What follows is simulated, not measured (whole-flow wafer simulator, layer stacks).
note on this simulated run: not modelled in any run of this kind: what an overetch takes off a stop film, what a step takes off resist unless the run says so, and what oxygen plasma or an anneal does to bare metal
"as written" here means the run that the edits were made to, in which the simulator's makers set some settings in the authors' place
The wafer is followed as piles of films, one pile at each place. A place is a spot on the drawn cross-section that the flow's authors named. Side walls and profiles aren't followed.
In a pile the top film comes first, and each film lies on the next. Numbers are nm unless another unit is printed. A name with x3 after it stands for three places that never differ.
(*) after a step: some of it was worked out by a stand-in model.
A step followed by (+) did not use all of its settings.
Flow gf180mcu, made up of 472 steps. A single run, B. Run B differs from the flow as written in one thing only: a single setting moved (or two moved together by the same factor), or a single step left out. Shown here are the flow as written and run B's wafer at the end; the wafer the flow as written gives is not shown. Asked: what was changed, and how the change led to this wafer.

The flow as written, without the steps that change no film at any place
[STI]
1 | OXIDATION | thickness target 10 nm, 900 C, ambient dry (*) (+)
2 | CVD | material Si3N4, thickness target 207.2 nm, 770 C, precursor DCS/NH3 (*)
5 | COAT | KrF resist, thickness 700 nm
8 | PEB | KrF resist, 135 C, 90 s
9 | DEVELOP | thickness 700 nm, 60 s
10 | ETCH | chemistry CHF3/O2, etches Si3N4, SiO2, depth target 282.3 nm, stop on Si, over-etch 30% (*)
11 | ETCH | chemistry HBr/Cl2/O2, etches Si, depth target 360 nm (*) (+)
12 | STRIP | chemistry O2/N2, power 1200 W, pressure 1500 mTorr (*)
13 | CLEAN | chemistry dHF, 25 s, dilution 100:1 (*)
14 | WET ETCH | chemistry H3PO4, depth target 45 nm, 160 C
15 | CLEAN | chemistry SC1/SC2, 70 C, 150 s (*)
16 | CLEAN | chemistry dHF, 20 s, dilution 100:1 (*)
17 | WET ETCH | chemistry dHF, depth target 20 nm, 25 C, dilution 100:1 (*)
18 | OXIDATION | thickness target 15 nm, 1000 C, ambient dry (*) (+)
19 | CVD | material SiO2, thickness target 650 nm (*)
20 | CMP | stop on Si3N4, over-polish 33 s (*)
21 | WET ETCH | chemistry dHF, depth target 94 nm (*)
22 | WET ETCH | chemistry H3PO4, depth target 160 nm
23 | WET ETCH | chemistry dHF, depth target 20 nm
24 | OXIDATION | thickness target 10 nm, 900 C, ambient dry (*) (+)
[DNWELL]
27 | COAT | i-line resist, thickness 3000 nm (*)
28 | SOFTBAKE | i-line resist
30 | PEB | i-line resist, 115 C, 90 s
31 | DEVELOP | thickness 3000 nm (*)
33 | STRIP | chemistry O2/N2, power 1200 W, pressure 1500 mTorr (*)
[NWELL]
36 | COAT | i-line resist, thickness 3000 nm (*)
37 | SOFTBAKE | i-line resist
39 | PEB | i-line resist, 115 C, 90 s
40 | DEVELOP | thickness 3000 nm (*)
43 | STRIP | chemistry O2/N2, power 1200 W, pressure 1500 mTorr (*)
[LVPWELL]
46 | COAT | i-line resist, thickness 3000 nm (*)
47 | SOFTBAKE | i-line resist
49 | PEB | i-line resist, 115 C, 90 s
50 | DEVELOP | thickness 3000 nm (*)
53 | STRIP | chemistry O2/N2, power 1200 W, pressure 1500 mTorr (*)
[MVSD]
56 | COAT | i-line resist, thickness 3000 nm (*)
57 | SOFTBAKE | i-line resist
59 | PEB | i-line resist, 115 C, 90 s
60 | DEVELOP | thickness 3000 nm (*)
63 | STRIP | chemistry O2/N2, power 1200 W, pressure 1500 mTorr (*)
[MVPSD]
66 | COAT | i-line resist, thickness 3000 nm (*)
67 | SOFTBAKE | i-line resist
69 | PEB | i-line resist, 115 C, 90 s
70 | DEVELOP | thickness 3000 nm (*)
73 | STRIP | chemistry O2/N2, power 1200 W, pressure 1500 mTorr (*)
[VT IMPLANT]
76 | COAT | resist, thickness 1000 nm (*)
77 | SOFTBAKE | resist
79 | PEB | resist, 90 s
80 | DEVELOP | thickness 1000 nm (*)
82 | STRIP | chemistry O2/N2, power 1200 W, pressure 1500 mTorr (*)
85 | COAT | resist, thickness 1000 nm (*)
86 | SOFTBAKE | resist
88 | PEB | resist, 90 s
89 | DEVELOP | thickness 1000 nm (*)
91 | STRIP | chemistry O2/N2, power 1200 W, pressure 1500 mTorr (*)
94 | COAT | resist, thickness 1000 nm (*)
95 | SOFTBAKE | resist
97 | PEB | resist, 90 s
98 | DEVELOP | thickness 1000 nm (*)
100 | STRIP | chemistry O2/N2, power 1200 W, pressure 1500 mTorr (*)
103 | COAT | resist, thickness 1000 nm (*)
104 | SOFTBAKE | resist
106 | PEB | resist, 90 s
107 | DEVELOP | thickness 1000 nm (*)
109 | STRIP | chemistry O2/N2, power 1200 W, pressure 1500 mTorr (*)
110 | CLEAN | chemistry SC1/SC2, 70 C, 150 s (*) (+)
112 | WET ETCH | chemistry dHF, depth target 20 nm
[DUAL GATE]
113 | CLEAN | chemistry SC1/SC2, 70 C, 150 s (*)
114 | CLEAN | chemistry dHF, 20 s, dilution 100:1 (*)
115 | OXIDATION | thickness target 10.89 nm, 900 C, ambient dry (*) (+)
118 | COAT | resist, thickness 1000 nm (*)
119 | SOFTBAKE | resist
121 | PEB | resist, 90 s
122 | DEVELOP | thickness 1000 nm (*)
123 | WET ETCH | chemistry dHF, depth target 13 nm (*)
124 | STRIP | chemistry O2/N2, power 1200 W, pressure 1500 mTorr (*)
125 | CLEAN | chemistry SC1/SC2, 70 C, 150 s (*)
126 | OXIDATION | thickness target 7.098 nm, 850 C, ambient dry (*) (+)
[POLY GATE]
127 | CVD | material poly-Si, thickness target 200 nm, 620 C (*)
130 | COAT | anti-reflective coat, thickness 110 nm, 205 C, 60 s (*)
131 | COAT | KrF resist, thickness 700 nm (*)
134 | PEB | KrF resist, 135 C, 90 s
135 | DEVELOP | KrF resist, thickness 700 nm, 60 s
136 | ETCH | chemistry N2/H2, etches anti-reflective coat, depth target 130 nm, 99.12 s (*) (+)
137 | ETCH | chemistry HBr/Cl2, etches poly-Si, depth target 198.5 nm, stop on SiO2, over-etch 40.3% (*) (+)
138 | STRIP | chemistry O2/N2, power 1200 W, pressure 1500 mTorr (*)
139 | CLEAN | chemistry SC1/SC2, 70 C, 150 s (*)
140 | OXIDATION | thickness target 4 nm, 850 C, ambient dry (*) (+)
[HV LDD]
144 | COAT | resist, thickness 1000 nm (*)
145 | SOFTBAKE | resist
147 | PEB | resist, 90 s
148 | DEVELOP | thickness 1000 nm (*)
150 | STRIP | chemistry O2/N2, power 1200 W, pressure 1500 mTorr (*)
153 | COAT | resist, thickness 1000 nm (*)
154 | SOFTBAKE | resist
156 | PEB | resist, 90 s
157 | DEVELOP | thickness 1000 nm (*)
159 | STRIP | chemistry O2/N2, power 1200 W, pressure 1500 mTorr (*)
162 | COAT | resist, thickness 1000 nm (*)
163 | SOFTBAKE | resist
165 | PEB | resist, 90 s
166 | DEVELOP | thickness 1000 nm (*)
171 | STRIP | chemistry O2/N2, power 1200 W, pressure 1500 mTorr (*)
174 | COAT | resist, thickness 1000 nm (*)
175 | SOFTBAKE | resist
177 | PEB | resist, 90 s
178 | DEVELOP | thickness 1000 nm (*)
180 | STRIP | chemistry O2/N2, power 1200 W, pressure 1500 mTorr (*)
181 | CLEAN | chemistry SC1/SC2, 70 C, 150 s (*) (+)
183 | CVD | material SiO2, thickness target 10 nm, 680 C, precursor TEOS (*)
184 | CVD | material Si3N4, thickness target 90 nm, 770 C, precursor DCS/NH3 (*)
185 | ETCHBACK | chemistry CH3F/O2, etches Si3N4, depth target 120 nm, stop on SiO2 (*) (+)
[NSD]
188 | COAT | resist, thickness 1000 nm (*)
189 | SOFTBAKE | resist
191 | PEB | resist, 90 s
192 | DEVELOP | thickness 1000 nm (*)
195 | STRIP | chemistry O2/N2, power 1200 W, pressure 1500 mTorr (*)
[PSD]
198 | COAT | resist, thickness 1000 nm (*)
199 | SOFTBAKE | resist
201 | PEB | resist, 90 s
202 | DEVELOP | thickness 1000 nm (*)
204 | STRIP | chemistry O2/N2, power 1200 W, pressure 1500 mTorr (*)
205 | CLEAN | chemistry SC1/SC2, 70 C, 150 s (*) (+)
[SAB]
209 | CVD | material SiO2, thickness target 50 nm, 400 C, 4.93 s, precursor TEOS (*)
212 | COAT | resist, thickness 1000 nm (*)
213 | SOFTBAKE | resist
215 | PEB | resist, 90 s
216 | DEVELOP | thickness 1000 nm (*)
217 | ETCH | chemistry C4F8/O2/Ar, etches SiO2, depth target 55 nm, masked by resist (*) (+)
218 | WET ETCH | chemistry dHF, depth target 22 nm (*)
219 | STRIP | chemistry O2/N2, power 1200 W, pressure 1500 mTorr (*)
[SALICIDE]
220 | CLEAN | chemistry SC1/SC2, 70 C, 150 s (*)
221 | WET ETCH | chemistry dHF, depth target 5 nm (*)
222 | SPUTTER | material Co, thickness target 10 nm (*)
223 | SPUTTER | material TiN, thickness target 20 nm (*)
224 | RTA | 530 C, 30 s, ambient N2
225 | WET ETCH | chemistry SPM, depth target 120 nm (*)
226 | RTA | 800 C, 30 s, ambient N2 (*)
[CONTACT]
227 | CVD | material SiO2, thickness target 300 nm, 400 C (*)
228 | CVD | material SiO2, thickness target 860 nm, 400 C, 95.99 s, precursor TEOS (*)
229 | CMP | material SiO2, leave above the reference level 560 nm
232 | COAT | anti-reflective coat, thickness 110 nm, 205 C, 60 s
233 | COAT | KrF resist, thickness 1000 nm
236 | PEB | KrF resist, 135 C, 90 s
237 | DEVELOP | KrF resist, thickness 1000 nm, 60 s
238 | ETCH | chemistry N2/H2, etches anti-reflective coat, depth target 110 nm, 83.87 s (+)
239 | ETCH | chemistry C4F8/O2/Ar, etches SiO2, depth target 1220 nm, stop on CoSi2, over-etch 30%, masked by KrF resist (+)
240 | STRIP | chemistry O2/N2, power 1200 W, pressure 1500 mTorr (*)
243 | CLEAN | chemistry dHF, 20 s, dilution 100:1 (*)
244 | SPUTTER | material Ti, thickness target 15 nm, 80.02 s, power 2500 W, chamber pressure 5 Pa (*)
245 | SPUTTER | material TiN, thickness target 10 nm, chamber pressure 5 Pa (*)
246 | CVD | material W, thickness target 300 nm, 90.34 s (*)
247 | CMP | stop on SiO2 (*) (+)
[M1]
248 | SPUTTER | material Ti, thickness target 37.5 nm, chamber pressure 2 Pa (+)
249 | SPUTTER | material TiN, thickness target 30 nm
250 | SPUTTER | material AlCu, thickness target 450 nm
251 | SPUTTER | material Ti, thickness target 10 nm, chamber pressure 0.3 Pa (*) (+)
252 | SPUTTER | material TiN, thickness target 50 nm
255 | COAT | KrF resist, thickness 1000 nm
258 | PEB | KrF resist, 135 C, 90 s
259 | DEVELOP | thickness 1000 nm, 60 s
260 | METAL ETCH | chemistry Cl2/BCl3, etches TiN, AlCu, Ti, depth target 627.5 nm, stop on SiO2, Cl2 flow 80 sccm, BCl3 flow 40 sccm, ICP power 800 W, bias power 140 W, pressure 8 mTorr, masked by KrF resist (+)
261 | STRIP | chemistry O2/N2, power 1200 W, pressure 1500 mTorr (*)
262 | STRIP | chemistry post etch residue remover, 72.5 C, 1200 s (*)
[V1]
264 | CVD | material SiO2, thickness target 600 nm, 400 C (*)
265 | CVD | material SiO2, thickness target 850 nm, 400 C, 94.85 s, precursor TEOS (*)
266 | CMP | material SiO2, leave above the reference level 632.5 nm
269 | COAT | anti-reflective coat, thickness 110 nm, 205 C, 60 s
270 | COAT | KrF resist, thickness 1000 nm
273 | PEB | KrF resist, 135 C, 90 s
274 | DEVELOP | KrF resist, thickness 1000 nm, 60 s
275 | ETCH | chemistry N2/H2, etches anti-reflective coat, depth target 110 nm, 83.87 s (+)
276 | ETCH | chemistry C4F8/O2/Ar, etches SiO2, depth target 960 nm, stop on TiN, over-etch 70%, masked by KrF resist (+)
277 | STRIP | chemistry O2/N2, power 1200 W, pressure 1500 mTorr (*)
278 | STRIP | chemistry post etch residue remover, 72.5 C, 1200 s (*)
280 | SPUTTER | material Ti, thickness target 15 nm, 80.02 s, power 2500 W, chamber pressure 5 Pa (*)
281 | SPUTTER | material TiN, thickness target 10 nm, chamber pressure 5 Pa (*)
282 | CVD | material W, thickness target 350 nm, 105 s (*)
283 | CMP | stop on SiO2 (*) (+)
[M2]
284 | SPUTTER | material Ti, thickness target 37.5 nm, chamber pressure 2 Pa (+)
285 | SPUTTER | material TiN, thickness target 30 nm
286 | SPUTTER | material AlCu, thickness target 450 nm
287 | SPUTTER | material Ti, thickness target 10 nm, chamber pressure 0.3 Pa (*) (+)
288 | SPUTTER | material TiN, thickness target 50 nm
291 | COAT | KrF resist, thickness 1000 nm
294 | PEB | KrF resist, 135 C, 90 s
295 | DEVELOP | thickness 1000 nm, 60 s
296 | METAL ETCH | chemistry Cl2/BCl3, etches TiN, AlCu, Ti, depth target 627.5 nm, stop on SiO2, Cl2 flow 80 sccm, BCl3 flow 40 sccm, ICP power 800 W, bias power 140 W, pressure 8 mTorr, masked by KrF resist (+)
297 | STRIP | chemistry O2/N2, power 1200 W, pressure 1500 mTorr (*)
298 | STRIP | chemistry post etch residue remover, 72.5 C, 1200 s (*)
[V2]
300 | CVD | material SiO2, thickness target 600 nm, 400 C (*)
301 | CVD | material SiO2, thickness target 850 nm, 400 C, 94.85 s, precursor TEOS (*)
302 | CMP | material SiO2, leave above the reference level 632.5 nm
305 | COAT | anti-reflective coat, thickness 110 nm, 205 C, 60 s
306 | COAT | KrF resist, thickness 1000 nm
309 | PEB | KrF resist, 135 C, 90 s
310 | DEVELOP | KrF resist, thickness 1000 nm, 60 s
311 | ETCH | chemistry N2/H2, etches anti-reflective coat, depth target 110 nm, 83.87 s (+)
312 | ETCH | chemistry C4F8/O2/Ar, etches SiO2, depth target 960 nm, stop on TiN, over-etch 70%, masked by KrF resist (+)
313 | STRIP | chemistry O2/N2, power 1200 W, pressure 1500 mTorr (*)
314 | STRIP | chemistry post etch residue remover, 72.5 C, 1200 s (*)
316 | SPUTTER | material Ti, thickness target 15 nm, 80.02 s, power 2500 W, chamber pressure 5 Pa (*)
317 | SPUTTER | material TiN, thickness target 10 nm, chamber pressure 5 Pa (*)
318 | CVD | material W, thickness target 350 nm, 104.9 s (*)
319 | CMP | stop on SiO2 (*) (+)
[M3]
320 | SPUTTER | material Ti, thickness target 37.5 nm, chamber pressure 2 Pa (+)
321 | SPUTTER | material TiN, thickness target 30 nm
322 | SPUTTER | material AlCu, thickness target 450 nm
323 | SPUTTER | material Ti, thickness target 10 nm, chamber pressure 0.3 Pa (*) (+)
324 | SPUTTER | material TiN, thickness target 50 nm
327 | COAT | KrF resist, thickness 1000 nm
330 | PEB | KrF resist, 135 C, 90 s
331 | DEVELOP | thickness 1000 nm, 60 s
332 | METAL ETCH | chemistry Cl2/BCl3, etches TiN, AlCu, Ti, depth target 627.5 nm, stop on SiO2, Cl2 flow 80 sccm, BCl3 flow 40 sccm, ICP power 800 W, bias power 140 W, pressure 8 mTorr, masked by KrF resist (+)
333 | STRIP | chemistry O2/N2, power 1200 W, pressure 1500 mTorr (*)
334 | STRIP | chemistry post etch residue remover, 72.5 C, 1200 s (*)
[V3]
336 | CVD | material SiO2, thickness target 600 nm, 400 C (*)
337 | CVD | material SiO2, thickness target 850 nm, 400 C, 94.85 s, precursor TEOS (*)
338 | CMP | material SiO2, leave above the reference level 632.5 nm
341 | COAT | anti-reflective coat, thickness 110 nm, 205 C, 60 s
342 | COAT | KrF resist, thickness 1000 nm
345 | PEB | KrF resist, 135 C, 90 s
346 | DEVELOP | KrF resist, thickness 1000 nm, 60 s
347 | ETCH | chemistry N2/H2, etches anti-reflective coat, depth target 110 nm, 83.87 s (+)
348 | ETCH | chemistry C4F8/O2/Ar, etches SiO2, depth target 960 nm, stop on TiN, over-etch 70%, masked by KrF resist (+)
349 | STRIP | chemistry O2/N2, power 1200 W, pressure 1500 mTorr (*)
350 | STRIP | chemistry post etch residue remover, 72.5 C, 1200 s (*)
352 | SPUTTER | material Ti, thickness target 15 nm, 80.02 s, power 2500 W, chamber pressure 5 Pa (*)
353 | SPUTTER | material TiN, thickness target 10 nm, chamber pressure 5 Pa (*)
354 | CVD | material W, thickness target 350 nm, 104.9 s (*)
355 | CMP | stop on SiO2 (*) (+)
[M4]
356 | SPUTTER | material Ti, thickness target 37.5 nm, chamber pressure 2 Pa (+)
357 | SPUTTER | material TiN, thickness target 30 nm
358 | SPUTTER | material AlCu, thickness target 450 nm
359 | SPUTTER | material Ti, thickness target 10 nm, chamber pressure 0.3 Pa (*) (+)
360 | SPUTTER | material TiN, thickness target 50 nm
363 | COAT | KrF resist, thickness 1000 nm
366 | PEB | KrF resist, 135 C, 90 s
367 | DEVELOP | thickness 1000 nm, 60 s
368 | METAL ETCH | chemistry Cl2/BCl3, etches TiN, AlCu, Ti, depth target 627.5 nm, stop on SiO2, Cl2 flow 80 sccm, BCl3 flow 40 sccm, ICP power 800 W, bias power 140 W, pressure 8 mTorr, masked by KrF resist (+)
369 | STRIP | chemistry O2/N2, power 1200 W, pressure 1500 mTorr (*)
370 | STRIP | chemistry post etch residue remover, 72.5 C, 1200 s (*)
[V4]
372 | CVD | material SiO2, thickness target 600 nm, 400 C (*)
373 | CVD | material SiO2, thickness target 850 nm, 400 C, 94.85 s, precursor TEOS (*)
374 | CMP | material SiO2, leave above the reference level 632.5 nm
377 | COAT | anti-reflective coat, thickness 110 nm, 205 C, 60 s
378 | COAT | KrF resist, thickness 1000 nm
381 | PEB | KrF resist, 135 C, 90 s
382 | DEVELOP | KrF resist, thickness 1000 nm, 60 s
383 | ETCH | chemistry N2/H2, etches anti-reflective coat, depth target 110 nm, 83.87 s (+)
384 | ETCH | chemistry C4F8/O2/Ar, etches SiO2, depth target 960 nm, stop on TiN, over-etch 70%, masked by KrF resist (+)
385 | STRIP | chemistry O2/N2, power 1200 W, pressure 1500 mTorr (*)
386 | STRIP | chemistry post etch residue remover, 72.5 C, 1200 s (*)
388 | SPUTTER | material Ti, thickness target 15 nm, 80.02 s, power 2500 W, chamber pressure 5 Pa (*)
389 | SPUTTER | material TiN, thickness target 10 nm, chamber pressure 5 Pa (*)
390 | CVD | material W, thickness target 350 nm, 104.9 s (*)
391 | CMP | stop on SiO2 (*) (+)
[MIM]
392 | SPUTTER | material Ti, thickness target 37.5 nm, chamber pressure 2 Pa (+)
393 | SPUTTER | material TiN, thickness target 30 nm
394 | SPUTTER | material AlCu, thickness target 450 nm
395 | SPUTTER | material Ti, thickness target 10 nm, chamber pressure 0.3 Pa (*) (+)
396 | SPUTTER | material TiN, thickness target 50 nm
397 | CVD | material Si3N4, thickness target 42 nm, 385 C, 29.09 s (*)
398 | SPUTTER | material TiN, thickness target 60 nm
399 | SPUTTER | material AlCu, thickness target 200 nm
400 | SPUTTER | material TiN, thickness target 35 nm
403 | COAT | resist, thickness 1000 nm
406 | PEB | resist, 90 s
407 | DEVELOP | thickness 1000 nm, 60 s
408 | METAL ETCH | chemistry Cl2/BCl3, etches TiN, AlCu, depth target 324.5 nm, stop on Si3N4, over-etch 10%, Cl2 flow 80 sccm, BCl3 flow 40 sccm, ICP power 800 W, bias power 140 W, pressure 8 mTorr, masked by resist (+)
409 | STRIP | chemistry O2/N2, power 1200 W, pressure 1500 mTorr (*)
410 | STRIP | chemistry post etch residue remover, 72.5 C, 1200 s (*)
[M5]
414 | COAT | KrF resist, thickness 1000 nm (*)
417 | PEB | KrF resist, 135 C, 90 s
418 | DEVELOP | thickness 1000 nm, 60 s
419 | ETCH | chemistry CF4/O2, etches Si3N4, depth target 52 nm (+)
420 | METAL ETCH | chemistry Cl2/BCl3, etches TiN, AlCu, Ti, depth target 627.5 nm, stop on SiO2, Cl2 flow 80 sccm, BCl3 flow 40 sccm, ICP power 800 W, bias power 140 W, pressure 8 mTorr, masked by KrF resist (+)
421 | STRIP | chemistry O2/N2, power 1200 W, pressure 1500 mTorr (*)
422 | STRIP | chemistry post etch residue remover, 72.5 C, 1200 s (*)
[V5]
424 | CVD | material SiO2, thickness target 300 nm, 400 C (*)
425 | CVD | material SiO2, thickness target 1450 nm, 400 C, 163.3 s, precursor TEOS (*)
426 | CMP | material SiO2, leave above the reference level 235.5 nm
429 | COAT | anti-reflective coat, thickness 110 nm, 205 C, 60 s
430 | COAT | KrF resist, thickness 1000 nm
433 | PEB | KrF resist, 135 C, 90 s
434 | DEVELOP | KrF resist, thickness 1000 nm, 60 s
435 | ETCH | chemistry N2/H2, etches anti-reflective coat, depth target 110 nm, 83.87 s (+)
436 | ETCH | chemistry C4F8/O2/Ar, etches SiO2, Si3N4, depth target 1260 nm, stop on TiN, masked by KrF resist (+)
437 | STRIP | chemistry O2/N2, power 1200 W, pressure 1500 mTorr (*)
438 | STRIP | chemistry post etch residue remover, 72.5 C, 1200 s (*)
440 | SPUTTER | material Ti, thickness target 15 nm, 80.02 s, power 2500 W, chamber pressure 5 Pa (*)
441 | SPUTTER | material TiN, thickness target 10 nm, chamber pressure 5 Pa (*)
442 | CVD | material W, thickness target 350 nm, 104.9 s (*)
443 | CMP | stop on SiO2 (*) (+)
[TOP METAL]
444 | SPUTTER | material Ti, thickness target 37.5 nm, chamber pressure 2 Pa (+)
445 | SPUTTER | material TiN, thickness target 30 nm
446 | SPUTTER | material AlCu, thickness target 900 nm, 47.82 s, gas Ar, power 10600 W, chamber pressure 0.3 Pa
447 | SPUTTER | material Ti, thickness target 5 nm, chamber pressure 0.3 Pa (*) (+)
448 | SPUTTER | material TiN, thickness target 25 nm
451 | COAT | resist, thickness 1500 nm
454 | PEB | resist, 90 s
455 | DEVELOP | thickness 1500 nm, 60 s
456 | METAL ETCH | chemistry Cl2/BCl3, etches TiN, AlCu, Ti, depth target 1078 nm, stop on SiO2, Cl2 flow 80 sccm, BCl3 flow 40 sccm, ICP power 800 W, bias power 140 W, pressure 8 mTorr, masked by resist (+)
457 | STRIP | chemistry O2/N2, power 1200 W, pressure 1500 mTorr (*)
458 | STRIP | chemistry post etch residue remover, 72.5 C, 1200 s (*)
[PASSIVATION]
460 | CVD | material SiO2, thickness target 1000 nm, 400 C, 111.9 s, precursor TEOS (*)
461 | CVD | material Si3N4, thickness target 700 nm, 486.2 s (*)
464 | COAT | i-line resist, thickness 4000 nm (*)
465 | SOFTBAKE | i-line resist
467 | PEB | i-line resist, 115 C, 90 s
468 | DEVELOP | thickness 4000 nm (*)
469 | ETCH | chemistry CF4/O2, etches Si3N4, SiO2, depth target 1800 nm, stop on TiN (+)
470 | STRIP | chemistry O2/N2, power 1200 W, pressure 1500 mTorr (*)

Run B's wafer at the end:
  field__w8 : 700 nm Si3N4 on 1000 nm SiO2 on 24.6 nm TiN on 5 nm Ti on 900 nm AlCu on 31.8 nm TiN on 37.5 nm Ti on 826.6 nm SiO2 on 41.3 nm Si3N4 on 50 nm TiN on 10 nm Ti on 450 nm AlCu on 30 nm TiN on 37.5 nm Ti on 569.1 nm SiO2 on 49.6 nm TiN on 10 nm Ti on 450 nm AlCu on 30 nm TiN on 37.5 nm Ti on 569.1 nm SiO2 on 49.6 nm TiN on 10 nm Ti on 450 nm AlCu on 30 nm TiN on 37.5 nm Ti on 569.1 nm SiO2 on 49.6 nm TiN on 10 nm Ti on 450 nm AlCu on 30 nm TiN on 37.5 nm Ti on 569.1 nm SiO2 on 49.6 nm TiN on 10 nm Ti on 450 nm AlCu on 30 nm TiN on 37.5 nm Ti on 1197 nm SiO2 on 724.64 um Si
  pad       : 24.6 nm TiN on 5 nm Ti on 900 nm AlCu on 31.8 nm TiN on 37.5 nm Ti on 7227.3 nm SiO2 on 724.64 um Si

The reason: step 445, SPUTTER: thickness target 31.8 nm was run, whereas the flow has thickness target 30 nm.
One can read it off the wafer: field__w8 has TiN 31.8, and step 445 as written asks for 30 nm.

How this came from the change, step by step:
  445 | SPUTTER | material TiN, thickness target 30 nm
      field, field__w1, field__w2 and 109 more: TiN gains 31.8 (new film) (in the flow as written it would be: TiN gains 30 (new film))
  456 | METAL ETCH | chemistry Cl2/BCl3, etches TiN, AlCu, Ti, depth target 1078 nm, stop on SiO2, Cl2 flow 80 sccm, BCl3 flow 40 sccm, ICP power 800 W, bias power 140 W, pressure 8 mTorr, masked by resist (+)
      field, field__w1, field__w2 and 103 more: TiN loses 25 (all of it), Ti loses 5 (all of it), AlCu loses 900 (all of it), TiN loses 31.8 (all of it), Ti loses 37.5 (all of it) (in the flow as written it would be: TiN loses 25 (all of it), Ti loses 5 (all of it), AlCu loses 900 (all of it), TiN loses 30 (all of it), Ti loses 37.5 (all of it))
